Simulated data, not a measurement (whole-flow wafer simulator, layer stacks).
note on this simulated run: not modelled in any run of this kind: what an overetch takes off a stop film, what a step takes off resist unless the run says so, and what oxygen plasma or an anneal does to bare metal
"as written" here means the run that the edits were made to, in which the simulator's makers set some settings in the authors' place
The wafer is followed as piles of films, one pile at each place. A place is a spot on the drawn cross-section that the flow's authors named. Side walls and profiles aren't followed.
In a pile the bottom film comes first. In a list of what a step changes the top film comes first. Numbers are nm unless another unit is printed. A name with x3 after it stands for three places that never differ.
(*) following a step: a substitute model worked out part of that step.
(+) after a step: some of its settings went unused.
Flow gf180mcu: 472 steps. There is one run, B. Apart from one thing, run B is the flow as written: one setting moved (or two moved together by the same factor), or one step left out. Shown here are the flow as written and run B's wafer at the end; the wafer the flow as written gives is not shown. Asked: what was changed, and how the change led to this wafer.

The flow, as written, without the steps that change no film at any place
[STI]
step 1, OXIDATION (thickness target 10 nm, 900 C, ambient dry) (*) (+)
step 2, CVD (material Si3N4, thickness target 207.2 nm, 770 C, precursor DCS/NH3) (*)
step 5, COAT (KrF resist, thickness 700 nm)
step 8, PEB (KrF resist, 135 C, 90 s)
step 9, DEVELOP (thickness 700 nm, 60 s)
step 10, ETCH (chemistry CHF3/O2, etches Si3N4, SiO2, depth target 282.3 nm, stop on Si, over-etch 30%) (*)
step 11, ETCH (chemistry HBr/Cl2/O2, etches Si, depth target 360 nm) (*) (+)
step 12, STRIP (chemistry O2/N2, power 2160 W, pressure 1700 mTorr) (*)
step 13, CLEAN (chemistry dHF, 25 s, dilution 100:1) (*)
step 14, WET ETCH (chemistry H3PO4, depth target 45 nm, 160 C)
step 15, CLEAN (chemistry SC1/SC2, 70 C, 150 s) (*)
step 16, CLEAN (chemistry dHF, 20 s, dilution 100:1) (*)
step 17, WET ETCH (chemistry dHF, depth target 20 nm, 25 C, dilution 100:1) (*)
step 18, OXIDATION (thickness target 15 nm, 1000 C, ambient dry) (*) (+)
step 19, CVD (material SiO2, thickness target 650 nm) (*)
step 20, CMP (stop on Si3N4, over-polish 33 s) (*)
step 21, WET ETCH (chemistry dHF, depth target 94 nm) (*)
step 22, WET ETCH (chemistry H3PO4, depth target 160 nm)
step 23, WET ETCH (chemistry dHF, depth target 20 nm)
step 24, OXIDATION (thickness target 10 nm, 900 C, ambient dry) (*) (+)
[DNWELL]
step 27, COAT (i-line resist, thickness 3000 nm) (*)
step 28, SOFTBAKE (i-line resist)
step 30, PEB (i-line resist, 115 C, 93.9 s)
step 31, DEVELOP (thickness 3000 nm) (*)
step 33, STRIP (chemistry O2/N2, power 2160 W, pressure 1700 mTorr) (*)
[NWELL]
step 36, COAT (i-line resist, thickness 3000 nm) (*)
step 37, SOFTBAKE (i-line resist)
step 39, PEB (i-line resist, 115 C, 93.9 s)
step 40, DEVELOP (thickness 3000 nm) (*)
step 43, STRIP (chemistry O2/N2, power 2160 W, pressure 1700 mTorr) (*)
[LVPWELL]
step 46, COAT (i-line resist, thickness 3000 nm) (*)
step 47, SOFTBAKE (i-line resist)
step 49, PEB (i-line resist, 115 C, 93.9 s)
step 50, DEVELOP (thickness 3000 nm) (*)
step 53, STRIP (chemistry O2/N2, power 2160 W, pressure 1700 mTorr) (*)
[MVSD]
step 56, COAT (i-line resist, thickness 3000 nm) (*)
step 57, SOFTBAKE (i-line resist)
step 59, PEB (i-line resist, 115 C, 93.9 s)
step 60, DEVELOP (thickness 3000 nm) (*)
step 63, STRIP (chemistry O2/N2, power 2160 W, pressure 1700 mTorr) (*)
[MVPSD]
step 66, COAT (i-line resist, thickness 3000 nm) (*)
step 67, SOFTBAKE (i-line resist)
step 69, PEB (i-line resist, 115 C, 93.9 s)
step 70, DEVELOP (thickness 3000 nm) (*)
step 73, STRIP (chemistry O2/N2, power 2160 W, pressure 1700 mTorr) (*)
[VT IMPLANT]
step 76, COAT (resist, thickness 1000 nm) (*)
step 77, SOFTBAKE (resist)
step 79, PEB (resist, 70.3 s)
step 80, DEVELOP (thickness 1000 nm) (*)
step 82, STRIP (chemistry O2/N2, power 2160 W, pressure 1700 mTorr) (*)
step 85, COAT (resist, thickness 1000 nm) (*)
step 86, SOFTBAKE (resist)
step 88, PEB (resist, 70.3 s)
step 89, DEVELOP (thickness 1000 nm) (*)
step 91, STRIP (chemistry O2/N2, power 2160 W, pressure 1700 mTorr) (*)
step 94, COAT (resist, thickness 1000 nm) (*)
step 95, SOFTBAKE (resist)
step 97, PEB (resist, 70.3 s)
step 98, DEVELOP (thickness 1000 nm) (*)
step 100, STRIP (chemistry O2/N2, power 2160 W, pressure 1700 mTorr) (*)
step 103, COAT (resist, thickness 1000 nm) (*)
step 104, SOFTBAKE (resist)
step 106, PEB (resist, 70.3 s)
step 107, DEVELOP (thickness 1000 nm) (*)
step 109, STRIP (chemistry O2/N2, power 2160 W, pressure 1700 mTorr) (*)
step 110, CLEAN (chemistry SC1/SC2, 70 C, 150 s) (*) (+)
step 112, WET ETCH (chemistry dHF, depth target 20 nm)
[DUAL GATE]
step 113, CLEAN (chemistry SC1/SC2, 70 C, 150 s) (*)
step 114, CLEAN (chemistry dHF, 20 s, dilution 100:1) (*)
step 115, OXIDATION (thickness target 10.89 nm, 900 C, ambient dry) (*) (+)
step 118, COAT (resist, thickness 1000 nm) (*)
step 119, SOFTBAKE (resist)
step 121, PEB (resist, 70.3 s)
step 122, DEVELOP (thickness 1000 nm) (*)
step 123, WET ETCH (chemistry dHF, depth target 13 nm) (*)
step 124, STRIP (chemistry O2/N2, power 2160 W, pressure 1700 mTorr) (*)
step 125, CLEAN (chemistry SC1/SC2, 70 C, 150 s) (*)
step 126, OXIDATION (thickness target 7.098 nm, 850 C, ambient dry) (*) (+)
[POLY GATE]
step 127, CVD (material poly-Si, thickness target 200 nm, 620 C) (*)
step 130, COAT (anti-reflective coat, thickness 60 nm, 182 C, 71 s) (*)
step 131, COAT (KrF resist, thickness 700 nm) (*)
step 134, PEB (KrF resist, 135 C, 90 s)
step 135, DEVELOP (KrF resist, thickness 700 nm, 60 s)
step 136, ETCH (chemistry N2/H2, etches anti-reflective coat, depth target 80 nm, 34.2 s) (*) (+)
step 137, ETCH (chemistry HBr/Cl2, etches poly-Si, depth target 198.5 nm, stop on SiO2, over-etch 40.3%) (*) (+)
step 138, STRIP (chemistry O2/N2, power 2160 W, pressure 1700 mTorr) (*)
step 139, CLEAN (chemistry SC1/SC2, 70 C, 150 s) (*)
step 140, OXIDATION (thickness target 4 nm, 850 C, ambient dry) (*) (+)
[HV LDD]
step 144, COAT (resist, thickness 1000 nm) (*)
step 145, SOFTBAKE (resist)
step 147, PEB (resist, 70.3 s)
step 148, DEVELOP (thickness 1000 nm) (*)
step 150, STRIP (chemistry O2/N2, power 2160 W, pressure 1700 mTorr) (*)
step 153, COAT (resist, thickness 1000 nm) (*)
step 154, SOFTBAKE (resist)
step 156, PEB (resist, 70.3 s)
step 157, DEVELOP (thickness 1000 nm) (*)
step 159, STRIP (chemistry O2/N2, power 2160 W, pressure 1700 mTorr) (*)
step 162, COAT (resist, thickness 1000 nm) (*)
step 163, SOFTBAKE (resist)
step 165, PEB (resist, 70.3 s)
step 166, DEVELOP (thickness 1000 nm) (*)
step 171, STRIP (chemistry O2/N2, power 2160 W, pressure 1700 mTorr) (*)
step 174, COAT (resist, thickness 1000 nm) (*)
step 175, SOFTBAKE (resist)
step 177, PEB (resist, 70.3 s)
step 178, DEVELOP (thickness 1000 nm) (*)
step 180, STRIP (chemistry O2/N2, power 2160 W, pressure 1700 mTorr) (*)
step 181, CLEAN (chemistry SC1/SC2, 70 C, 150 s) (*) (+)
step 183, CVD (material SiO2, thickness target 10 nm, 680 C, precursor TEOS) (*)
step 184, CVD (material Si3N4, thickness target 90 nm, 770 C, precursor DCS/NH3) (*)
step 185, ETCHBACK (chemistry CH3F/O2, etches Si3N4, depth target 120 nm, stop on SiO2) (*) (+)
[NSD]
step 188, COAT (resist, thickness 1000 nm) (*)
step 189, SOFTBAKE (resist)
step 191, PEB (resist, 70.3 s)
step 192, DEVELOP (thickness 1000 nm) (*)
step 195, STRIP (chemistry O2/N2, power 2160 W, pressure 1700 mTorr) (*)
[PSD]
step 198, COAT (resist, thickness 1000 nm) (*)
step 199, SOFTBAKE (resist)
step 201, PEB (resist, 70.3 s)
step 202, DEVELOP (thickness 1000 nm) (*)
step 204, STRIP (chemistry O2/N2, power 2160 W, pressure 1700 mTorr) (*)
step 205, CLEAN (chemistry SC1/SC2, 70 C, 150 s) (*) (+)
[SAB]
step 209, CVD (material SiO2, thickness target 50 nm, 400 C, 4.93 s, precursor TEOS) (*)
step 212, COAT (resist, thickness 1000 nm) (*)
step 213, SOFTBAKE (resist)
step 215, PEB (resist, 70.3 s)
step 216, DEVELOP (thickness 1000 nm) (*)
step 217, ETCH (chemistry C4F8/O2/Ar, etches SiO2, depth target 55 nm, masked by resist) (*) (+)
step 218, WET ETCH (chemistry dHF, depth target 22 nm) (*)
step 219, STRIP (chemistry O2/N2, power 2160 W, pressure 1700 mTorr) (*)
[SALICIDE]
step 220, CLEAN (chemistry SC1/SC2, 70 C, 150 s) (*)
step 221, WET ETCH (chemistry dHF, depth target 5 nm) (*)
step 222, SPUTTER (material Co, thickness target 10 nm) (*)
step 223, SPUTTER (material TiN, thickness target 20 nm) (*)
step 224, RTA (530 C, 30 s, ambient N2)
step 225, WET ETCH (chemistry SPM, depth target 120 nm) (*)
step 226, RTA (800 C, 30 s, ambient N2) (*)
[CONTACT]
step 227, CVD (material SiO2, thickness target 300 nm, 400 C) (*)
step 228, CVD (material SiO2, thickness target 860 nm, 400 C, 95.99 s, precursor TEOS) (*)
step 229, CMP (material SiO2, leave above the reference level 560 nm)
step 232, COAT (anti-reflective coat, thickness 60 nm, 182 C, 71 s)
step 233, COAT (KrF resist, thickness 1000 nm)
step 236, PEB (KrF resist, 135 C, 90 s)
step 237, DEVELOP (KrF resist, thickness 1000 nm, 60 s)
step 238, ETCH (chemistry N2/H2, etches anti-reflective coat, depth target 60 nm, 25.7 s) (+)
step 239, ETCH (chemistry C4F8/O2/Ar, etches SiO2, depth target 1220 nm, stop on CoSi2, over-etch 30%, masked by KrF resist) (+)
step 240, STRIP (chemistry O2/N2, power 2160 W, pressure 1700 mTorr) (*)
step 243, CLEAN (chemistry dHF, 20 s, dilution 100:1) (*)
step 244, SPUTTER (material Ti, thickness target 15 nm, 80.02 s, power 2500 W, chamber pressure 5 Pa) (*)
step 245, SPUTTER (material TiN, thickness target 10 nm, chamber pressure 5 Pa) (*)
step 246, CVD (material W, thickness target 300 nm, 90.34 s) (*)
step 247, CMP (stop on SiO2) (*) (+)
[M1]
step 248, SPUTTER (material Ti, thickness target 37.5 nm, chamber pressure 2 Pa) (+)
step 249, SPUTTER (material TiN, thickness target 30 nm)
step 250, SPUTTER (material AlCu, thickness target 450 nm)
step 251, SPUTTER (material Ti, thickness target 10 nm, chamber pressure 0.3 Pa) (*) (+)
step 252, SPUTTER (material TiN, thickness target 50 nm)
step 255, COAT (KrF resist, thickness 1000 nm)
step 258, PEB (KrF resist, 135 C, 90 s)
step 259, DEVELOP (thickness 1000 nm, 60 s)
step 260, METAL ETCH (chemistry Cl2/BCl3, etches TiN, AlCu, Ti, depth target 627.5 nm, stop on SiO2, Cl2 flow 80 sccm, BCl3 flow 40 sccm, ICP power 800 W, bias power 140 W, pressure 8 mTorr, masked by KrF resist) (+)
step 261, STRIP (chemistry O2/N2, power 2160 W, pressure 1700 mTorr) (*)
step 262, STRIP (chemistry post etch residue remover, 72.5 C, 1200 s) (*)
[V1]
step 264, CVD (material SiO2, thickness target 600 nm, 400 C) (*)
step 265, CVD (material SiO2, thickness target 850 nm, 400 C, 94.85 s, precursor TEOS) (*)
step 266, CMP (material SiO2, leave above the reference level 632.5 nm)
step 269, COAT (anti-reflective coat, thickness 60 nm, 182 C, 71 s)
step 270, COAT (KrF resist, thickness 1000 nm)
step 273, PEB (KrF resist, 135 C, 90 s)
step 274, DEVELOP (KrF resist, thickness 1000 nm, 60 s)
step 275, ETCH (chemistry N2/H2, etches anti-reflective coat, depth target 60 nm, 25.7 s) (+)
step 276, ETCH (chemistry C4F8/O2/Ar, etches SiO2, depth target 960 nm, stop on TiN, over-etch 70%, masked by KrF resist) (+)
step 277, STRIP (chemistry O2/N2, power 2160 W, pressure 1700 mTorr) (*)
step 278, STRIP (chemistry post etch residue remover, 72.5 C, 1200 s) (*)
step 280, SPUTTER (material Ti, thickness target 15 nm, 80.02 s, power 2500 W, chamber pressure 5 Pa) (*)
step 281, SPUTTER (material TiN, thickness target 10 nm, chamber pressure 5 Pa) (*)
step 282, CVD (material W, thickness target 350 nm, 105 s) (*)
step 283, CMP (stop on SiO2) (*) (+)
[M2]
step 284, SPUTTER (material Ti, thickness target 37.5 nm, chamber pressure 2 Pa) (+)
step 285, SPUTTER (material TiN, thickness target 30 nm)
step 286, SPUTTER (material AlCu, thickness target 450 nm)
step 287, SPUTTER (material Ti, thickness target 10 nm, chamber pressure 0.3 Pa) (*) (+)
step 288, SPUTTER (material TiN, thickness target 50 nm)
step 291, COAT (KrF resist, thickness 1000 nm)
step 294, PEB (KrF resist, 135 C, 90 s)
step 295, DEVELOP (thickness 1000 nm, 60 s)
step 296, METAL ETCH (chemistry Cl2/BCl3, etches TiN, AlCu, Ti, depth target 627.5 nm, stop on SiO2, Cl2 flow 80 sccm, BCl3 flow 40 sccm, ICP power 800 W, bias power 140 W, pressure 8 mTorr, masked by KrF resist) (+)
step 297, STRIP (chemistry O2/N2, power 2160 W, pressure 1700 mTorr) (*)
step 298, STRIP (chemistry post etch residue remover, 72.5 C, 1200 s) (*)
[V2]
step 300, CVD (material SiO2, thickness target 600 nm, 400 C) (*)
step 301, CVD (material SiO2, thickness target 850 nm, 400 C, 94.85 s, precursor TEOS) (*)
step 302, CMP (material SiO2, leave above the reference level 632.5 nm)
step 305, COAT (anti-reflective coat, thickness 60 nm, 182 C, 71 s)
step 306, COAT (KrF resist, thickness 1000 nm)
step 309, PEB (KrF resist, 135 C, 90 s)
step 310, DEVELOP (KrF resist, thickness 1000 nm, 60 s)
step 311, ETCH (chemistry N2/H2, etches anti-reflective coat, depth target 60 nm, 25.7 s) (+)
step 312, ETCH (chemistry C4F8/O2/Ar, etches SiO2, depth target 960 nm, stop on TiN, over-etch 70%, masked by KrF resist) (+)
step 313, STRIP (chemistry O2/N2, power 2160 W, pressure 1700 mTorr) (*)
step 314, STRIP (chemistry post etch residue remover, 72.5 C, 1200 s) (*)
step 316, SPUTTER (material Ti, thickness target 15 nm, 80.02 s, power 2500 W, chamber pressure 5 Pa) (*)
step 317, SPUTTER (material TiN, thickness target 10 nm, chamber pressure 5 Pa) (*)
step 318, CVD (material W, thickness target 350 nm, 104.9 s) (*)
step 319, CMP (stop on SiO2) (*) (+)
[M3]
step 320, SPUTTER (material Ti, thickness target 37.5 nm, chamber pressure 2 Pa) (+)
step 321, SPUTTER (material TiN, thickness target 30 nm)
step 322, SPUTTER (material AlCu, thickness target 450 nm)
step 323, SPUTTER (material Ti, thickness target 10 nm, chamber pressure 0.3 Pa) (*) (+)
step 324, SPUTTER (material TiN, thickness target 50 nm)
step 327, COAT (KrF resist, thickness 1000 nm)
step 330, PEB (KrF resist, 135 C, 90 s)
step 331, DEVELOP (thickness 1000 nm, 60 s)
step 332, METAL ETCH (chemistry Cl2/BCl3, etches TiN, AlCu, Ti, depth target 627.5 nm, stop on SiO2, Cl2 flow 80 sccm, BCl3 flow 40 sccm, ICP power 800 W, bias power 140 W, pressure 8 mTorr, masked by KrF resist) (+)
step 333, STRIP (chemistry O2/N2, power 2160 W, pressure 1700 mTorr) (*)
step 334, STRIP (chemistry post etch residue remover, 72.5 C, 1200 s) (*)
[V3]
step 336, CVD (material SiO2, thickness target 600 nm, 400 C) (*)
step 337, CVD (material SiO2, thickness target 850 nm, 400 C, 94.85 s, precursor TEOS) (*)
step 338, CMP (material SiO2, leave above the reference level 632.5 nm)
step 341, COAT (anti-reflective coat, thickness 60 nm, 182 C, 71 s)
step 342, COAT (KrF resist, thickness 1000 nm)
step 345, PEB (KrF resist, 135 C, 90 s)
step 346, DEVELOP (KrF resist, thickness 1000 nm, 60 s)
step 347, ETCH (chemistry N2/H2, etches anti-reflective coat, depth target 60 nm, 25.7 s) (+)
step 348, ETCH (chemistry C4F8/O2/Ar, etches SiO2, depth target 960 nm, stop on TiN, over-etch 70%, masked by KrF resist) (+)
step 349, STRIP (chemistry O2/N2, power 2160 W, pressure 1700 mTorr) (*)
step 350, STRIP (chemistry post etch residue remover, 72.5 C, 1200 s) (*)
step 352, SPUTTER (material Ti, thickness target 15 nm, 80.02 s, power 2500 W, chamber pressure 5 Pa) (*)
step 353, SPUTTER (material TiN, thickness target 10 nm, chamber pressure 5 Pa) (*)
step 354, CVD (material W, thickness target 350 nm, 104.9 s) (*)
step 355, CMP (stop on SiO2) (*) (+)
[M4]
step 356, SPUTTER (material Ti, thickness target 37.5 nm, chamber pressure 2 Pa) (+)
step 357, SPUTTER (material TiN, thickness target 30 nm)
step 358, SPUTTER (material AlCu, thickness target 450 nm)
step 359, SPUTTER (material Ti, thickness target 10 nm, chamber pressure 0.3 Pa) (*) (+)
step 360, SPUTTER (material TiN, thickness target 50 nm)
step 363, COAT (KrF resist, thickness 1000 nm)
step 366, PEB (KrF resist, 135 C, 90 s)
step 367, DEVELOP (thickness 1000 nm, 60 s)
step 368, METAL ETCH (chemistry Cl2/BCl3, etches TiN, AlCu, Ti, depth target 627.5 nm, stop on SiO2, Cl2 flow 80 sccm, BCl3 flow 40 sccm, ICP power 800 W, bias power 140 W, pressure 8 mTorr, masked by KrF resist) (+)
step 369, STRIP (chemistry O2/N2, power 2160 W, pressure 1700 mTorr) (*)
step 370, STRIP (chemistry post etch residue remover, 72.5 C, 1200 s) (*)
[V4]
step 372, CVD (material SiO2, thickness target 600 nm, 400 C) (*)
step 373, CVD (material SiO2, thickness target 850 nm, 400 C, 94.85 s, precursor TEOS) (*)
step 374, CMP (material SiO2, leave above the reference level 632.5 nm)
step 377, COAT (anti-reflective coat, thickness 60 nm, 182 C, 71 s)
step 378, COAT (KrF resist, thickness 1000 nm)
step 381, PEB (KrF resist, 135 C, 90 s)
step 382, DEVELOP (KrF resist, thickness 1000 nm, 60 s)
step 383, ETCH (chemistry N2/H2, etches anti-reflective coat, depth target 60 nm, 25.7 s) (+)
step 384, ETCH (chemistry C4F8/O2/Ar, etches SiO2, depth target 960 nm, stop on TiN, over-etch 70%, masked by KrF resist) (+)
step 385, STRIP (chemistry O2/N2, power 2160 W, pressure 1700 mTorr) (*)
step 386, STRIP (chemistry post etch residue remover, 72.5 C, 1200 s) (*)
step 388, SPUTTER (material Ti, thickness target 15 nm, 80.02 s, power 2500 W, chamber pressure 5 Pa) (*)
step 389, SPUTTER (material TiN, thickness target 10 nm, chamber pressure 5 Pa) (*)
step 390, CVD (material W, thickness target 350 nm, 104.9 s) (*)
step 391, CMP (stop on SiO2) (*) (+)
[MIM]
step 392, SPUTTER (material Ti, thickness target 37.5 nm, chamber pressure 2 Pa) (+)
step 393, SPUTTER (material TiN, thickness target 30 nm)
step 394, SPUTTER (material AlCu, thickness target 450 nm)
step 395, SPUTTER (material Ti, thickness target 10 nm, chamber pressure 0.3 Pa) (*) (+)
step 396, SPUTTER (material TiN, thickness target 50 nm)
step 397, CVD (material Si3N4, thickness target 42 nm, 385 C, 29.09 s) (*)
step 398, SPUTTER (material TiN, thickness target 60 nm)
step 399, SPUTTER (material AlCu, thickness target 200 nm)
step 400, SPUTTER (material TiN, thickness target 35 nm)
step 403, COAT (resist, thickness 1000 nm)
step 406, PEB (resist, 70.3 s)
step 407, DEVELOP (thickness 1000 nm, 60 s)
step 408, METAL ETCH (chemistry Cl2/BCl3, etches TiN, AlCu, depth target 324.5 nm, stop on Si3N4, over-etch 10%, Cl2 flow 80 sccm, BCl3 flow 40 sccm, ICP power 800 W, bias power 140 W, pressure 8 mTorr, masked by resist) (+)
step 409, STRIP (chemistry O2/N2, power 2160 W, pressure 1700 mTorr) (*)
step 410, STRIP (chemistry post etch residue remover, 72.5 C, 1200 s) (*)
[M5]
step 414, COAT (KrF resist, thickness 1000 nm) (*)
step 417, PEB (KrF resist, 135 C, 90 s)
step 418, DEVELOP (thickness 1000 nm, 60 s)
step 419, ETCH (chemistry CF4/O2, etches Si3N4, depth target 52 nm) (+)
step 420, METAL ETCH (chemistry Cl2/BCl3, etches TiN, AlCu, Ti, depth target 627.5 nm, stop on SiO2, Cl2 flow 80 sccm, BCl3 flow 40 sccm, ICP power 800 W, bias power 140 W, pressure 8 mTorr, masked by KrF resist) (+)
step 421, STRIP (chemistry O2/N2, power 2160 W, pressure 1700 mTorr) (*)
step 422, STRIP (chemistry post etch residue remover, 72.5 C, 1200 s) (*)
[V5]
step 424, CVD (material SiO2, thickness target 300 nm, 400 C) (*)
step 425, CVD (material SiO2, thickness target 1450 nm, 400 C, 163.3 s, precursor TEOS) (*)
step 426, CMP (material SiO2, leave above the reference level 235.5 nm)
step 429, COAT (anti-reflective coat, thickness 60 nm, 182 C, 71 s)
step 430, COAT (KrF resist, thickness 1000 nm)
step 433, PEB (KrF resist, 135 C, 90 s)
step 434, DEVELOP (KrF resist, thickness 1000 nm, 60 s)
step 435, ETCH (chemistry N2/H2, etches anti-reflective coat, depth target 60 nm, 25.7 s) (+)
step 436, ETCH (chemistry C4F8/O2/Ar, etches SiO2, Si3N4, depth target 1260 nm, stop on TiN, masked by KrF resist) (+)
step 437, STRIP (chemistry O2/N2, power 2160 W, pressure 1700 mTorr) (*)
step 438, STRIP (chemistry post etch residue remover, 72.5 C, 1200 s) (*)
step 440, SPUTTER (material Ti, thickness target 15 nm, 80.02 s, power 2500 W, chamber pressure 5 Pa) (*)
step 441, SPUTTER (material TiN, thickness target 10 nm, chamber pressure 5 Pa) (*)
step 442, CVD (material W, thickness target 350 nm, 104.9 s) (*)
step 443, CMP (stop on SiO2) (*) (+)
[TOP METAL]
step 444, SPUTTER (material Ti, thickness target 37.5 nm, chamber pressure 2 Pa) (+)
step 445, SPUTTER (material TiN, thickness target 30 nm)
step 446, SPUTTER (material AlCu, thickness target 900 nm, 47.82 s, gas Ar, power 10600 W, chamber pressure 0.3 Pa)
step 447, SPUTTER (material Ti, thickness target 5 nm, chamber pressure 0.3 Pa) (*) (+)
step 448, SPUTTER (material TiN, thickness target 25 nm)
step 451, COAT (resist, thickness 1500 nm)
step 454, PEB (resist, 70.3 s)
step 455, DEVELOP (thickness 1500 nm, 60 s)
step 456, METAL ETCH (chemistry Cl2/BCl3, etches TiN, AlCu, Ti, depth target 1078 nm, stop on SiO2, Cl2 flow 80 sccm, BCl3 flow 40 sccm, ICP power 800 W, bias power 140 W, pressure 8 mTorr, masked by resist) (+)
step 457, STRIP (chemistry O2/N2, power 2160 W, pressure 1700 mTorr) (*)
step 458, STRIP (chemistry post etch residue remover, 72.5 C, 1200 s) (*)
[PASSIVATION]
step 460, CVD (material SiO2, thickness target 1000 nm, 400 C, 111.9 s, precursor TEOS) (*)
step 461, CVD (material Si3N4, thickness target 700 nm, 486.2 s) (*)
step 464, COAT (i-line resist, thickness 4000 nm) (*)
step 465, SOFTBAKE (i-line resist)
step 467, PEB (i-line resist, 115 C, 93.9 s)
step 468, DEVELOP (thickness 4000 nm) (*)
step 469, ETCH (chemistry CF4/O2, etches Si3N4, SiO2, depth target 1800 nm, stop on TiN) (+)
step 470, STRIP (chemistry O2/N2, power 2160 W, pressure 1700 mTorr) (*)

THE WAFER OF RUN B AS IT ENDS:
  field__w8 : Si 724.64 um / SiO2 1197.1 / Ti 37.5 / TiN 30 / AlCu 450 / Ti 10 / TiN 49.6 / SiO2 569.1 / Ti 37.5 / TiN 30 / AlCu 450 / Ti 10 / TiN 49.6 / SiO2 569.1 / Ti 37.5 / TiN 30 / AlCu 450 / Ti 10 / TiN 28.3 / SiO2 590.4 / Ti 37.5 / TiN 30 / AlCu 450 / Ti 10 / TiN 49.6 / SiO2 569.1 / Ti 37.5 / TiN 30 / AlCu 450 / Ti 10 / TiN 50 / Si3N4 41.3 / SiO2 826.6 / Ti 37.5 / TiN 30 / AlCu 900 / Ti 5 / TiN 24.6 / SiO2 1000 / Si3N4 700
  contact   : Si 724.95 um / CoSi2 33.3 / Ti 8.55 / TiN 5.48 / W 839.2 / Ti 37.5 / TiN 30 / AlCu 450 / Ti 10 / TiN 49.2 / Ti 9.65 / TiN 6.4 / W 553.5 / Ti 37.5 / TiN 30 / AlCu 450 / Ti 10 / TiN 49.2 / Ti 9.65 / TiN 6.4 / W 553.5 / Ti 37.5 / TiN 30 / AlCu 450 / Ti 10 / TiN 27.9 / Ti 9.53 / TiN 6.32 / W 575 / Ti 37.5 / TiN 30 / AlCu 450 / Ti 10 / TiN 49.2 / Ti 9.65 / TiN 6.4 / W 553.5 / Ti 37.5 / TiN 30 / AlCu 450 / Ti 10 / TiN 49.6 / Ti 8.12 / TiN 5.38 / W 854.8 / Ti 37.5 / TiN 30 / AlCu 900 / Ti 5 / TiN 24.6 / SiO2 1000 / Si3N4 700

What caused this: step 324, SPUTTER: thickness target 28.7 nm was run, while the flow as written has thickness target 50 nm.

How this came from the change, step by step:
  step 324, SPUTTER (material TiN, thickness target 50 nm)
      field, field__w1, field__w2 and 108 more: +28.7 TiN (new film) (as written it would have been: +50 TiN (new film))
  step 332, METAL ETCH (chemistry Cl2/BCl3, etches TiN, AlCu, Ti, depth target 627.5 nm, stop on SiO2, Cl2 flow 80 sccm, BCl3 flow 40 sccm, ICP power 800 W, bias power 140 W, pressure 8 mTorr, masked by KrF resist) (+)
      field, field__w1, field__w2 and 103 more: -28.7 TiN (all of it), -10 Ti (all of it), -450 AlCu (all of it), -30 TiN (all of it), -37.5 Ti (all of it) (as written it would have been: -50 TiN (all of it), -10 Ti (all of it), -450 AlCu (all of it), -30 TiN (all of it), -37.5 Ti (all of it))
  step 338, CMP (material SiO2, leave above the reference level 632.5 nm)
      field__w8, contact, m1, m1__w1, m1_nw: -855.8 SiO2 (as written it would have been: -877.1 SiO2)
  step 348, ETCH (chemistry C4F8/O2/Ar, etches SiO2, depth target 960 nm, stop on TiN, over-etch 70%, masked by KrF resist) (+)
      contact: -593.8 SiO2 (all of it) (as written it would have been: -572.5 SiO2 (all of it))
  step 354, CVD (material W, thickness target 350 nm, 104.9 s) (*)
      contact: +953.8 W (new film) (as written it would have been: +932.3 W (new film))
